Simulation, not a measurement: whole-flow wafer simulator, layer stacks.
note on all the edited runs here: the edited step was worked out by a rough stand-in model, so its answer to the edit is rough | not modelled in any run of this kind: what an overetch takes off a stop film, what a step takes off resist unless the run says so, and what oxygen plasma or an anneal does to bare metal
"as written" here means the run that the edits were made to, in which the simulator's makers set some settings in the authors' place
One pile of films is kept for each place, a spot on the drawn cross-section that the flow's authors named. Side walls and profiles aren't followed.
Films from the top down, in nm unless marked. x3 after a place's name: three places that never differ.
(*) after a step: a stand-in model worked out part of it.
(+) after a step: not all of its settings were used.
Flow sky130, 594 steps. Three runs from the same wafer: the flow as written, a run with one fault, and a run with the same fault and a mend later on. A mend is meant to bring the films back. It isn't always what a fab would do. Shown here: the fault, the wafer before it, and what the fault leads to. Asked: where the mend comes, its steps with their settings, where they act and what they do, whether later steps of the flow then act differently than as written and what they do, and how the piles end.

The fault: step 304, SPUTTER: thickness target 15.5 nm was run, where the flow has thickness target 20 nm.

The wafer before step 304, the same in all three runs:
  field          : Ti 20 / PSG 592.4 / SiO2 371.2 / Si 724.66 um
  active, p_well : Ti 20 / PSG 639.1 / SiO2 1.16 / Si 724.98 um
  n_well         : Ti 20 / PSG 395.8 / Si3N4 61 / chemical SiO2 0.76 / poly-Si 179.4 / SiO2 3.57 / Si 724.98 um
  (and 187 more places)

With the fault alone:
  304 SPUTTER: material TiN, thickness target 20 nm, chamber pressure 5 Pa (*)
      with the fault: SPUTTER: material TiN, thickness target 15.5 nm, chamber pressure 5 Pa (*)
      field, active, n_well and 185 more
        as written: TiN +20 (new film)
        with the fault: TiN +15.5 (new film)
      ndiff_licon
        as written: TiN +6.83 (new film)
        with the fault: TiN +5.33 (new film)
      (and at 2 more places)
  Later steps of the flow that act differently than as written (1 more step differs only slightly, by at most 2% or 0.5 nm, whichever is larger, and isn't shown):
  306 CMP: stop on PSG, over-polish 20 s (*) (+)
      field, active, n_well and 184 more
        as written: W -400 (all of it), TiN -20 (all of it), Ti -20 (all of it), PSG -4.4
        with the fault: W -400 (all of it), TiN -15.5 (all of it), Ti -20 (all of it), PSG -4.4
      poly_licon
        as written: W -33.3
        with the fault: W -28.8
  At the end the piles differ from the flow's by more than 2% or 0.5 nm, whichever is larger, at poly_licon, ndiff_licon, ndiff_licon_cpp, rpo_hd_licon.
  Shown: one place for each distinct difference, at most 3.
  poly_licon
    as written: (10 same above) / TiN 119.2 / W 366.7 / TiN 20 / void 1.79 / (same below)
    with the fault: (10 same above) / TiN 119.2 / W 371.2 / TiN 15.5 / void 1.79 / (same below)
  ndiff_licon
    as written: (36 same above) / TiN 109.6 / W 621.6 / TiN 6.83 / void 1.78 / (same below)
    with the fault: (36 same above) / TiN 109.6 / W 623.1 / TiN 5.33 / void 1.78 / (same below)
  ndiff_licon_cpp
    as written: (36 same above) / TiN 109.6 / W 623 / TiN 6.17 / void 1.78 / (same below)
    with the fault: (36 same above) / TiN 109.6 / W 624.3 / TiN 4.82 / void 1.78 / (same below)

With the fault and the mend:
  The mend comes after step 304.
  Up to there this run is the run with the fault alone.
  304a SPUTTER: material TiN, thickness target 4.5 nm, chamber pressure 5 Pa (*) (the flow's step 304 once more, with other settings)
      field, active, n_well and 185 more
        TiN +4.5
      ndiff_licon
        TiN +1.5
      ndiff_licon_cpp
        TiN +1.36
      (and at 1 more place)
  No later step of the flow acts differently than as written, at any place that is followed, by more than 2% or 0.5 nm, whichever is larger.
  At the end the piles differ from the flow's only slightly at the places that both follow, by at most 2% or 0.5 nm, whichever is larger.
